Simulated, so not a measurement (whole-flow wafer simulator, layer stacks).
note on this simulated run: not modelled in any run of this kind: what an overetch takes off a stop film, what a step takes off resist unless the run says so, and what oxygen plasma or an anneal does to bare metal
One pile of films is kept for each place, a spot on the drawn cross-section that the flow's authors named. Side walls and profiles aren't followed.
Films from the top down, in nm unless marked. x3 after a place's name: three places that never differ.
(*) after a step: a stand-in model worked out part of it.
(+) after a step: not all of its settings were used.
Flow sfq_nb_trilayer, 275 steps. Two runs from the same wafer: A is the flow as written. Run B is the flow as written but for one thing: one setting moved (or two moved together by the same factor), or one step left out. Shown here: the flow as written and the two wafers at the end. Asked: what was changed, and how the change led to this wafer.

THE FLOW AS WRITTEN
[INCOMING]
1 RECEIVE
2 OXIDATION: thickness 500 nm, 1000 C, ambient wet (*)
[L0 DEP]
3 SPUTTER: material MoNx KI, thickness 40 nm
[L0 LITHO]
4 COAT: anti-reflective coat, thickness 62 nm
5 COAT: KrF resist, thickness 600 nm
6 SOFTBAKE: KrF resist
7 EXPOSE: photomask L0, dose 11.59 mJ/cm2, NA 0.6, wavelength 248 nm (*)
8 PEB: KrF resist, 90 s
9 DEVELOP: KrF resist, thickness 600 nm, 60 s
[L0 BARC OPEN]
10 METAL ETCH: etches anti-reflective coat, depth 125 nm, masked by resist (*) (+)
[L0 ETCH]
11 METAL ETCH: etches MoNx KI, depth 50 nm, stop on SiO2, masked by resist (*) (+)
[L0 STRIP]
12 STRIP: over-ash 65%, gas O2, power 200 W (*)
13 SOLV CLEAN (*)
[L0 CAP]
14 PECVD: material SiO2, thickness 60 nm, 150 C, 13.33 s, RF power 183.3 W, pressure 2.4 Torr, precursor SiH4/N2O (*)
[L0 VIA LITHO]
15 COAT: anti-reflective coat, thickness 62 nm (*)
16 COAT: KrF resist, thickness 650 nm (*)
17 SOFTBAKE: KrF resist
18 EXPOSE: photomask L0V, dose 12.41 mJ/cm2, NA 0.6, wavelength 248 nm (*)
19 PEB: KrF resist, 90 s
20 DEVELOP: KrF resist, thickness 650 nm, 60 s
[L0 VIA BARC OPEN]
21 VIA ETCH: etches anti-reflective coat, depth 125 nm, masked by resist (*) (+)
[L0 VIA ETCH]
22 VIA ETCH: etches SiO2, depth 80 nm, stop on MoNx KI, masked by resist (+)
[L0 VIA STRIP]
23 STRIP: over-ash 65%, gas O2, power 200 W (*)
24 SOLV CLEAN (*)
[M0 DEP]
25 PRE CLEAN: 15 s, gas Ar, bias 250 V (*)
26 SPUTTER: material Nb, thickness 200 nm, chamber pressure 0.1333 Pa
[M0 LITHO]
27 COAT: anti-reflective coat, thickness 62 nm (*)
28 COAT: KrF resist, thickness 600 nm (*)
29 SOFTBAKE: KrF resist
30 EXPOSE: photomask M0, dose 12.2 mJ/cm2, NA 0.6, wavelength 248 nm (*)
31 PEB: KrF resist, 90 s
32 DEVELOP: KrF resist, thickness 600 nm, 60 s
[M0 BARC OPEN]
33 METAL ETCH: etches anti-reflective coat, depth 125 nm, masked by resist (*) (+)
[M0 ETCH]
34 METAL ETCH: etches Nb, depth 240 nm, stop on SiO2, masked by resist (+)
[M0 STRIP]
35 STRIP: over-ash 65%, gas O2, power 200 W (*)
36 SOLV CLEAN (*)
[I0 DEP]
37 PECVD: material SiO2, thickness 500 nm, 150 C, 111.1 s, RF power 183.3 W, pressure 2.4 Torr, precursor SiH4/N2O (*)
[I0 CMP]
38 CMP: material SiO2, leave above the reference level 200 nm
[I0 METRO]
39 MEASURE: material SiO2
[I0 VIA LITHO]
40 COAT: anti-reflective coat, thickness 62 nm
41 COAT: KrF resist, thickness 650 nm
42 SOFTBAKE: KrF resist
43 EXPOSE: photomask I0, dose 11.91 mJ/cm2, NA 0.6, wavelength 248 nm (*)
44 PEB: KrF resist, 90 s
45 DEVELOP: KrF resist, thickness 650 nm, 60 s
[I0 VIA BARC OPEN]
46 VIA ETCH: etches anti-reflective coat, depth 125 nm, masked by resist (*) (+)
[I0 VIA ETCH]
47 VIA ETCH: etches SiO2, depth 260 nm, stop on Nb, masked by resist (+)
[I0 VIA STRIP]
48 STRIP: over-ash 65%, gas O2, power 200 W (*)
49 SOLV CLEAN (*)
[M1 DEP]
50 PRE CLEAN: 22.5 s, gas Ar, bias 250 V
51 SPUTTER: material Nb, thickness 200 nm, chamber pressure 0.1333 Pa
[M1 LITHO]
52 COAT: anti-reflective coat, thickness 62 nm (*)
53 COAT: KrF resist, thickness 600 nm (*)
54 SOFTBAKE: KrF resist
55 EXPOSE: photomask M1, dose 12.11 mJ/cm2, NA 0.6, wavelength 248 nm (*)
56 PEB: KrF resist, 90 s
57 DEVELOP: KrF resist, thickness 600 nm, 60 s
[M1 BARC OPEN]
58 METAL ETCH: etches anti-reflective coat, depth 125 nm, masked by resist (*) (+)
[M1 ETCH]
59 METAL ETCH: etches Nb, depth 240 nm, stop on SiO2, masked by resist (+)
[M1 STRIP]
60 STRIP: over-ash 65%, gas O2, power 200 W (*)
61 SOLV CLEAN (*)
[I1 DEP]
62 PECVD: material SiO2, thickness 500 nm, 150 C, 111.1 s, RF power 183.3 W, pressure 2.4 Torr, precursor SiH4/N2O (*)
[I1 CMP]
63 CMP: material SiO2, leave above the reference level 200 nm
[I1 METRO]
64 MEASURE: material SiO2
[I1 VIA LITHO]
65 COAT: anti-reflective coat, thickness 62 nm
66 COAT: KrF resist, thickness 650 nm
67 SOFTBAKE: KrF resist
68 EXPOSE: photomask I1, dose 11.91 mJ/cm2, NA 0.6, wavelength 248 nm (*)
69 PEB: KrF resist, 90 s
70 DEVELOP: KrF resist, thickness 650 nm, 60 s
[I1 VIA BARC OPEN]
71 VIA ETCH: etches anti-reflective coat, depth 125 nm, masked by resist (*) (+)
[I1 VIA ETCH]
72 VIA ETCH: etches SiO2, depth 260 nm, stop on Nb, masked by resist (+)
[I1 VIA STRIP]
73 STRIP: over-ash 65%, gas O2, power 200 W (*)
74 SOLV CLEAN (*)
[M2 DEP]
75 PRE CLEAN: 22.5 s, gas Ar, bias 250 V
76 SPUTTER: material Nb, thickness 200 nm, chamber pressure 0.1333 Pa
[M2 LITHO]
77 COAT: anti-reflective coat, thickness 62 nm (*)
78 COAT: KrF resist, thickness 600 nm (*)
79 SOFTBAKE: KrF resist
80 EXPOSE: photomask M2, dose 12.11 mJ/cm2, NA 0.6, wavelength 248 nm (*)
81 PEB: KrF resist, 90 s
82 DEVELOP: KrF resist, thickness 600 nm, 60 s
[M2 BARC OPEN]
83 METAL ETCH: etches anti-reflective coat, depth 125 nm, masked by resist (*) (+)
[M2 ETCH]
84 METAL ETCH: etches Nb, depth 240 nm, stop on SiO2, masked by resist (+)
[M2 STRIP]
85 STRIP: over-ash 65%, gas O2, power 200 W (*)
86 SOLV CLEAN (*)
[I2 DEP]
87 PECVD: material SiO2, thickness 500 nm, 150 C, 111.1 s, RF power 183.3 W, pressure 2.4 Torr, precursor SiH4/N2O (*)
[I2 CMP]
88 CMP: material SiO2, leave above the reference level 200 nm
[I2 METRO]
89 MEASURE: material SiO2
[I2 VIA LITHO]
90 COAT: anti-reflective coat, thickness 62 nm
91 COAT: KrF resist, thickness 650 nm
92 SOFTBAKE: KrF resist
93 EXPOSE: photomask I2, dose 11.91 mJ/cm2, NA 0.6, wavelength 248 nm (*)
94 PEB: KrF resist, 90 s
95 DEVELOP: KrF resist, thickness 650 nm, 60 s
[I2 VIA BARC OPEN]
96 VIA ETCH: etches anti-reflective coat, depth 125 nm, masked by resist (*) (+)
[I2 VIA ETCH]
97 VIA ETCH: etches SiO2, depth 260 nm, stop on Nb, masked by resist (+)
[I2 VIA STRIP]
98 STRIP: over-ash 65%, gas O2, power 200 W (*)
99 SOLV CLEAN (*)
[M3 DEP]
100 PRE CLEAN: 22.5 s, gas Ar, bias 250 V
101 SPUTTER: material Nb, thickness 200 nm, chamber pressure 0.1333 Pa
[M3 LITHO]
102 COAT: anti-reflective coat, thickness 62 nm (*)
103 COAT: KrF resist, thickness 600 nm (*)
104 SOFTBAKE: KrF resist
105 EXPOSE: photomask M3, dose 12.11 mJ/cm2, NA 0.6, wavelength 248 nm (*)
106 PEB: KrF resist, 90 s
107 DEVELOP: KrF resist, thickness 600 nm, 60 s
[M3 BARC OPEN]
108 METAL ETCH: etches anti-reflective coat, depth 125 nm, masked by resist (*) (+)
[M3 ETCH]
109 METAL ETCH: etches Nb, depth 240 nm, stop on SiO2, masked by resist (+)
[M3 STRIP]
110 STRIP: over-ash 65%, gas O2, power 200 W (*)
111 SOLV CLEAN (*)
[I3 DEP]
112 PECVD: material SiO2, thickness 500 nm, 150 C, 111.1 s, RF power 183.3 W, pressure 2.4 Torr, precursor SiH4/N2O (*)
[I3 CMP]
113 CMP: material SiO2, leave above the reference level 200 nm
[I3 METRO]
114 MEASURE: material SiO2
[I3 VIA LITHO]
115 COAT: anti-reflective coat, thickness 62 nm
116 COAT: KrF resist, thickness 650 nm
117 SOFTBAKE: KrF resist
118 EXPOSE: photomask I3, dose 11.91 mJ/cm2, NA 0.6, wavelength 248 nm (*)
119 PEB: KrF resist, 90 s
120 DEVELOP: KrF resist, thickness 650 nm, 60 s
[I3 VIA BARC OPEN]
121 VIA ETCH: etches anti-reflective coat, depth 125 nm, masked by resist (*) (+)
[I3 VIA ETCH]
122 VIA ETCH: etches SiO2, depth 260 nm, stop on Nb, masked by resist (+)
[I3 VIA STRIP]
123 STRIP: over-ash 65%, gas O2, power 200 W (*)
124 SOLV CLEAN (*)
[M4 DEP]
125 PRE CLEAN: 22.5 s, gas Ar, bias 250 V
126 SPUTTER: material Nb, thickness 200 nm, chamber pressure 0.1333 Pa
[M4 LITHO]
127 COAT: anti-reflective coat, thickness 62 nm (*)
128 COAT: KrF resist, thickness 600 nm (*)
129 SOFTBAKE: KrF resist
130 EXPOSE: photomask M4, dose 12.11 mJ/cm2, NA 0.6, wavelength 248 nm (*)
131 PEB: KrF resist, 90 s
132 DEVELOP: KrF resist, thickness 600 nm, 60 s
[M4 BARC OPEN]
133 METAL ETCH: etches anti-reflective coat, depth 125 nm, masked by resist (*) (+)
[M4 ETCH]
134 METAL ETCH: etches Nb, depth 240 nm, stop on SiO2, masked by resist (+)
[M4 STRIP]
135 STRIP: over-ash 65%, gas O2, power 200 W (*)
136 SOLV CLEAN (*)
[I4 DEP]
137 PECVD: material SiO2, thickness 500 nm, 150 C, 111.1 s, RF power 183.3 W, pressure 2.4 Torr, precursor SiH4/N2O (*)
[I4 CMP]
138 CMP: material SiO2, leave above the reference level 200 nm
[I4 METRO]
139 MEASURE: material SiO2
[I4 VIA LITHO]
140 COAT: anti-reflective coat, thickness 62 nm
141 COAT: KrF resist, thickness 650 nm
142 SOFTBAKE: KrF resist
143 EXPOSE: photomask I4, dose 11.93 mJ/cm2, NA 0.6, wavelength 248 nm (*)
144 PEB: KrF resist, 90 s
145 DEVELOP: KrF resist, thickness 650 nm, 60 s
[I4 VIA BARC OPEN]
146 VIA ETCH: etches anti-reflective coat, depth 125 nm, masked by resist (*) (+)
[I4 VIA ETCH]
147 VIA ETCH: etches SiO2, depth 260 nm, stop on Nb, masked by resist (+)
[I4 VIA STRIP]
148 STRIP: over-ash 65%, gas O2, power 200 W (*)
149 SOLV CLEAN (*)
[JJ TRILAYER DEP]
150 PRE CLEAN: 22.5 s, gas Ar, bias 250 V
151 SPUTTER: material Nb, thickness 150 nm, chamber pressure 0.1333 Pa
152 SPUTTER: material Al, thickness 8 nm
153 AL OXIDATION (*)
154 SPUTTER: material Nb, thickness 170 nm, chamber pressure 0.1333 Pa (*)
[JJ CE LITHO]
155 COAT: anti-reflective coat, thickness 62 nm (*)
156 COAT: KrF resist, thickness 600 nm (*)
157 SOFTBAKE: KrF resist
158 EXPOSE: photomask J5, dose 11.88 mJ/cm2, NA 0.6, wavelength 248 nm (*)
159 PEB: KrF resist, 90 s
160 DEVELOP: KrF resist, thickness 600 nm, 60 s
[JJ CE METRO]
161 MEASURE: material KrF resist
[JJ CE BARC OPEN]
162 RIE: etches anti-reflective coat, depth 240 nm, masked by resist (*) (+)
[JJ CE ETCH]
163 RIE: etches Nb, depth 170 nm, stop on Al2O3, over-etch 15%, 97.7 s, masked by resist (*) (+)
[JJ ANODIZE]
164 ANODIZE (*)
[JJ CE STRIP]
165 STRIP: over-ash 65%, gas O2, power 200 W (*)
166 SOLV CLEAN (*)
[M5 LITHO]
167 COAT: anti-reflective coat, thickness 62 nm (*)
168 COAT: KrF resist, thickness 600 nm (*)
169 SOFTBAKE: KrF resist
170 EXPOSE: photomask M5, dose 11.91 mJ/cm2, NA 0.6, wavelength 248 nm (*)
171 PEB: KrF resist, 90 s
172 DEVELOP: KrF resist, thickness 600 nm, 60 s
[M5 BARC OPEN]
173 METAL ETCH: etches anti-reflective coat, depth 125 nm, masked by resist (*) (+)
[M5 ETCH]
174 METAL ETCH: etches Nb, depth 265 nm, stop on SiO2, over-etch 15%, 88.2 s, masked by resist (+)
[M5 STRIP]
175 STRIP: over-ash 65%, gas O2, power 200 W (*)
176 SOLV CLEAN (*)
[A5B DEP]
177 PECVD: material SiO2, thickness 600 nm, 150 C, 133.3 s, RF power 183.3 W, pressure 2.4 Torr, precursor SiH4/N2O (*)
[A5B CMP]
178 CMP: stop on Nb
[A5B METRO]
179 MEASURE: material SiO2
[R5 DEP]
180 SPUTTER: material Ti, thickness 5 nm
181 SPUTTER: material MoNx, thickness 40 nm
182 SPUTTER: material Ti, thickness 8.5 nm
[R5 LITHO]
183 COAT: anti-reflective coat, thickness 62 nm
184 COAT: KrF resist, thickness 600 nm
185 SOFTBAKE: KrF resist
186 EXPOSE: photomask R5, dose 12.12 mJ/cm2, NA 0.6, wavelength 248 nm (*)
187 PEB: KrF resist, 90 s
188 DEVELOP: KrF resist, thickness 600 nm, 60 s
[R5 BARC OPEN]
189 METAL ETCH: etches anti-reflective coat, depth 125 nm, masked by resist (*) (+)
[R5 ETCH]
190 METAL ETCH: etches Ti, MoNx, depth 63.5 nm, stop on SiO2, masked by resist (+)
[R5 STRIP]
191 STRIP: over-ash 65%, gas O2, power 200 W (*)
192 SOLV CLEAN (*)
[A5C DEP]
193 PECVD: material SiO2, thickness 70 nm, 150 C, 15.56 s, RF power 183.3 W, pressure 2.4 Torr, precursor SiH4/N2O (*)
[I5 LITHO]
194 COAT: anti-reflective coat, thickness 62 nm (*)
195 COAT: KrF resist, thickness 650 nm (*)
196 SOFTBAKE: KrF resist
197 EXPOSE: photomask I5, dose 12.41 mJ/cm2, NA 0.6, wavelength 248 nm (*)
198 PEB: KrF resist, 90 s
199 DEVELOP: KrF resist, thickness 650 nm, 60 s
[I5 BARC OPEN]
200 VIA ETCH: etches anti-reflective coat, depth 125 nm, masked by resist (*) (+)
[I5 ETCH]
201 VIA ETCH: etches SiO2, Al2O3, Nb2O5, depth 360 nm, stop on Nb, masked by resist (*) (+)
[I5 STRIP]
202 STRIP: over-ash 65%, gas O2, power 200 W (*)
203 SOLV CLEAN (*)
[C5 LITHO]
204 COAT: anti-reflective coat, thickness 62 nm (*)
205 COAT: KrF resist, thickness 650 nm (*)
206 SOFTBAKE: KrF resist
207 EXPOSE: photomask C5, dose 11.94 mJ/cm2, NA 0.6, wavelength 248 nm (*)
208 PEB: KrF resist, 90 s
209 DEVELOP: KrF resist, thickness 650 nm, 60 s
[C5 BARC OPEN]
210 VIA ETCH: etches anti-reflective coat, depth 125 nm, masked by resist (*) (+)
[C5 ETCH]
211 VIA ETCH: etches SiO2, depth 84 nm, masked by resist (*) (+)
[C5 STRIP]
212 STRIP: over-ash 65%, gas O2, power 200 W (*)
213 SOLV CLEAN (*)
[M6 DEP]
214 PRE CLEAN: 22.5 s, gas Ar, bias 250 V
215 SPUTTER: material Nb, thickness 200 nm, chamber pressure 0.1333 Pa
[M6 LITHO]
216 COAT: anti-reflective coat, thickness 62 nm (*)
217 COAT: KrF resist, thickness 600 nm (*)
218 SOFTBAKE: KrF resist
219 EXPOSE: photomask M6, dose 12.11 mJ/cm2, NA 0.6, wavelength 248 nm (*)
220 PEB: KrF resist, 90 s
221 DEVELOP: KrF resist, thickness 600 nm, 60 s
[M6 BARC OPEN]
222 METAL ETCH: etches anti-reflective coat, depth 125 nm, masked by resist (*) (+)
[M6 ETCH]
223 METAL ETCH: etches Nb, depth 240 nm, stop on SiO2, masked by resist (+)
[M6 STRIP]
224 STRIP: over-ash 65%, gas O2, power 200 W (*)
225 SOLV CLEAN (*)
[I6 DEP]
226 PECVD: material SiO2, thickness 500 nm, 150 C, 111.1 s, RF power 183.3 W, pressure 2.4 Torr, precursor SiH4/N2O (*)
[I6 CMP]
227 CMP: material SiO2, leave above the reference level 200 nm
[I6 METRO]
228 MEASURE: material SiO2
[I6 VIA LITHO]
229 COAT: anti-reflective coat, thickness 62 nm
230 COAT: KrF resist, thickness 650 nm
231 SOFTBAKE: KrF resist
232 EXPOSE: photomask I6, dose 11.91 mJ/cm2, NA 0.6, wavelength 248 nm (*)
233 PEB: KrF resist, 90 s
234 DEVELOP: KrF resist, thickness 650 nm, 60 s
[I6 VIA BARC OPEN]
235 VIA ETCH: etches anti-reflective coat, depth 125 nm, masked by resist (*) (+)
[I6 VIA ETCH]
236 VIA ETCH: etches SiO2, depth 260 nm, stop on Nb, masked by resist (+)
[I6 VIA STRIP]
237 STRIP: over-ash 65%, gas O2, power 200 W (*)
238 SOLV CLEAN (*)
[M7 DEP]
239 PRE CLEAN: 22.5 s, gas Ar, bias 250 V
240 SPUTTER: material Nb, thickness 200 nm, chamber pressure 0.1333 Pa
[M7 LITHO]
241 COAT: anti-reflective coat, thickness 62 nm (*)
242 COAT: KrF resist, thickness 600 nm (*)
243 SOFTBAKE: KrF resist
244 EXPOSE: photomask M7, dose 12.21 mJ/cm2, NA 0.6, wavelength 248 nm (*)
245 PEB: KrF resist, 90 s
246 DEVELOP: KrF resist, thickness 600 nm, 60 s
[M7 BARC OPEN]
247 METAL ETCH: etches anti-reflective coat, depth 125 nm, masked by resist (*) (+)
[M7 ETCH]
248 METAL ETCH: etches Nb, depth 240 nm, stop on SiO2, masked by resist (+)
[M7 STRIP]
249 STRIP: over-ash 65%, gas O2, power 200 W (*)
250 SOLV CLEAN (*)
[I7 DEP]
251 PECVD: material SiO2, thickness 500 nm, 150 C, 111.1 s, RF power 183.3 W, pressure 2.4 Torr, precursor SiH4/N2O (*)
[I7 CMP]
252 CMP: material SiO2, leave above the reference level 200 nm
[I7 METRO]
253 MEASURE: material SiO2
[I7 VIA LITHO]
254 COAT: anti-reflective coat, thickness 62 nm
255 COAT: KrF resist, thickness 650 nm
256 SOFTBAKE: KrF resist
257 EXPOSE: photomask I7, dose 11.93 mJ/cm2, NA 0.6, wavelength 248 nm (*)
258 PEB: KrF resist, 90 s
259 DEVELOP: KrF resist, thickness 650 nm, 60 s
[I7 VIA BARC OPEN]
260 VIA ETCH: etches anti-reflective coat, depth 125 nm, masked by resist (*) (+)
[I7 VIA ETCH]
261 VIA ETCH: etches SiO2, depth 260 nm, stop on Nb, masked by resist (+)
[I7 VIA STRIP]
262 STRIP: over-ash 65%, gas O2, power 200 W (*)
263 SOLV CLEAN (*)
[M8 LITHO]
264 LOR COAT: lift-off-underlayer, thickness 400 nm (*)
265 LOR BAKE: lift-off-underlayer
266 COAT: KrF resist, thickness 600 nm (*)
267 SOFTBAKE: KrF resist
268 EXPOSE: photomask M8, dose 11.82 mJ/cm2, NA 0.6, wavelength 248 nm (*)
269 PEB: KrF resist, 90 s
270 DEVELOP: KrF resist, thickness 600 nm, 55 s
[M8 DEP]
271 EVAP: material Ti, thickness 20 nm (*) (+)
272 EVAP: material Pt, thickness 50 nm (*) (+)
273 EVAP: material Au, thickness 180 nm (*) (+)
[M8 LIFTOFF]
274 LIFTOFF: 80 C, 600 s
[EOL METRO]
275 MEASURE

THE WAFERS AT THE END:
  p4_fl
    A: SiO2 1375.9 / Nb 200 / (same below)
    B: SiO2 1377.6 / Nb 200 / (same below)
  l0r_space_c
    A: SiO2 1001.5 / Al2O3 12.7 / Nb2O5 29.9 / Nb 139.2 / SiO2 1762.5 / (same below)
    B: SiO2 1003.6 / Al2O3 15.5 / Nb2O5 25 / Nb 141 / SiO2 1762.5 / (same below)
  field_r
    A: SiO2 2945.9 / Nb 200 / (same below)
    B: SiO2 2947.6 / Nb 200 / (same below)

The cause: step 152, SPUTTER: thickness 9.68 nm was run, where the flow has thickness 8 nm.

How the change led to this, step by step:
  152 SPUTTER: material Al, thickness 8 nm
      field_l, v_sur, via_sp and 100 more: A Al +8 (new film) | B Al +9.68 (new film)
      via_wl, via_wr: A Al +5.14 (new film) | B Al +6.22 (new film)
      (and at 1 more place)
  164 ANODIZE (*)
      field_l, v_sur, via_sp and 96 more: A Al2O3 +12.2, Nb2O5 +29.9 (new film), Al -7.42 (all of it), Nb -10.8 | B Al2O3 +15, Nb2O5 +25 (new film), Al -9.1 (all of it), Nb -8.99
      via_wl, via_wr: A Al2O3 +7.52 (new film), Nb2O5 +39.2 (new film), Al -4.56 (all of it), Nb -14.1 | B Al2O3 +9.3 (new film), Nb2O5 +36 (new film), Al -5.64 (all of it), Nb -13
      (and at 1 more place)
  174 METAL ETCH: etches Nb, depth 265 nm, stop on SiO2, over-etch 15%, 88.2 s, masked by resist (+)
      field_l, r_sur, res and 50 more: A Al2O3 -12.6 (all of it), Nb2O5 -29.9 (all of it), Nb -139.2 (all of it), SiO2 -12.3 | B Al2O3 -15.4 (all of it), Nb2O5 -25 (all of it), Nb -141 (all of it), SiO2 -12.3
  201 VIA ETCH: etches SiO2, Al2O3, Nb2O5, depth 360 nm, stop on Nb, masked by resist (*) (+)
      be: A SiO2 -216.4 (all of it), Al2O3 -12.7 (all of it), Nb2O5 -29.9 (all of it) | B SiO2 -218.4 (all of it), Al2O3 -15.5 (all of it), Nb2O5 -25 (all of it)
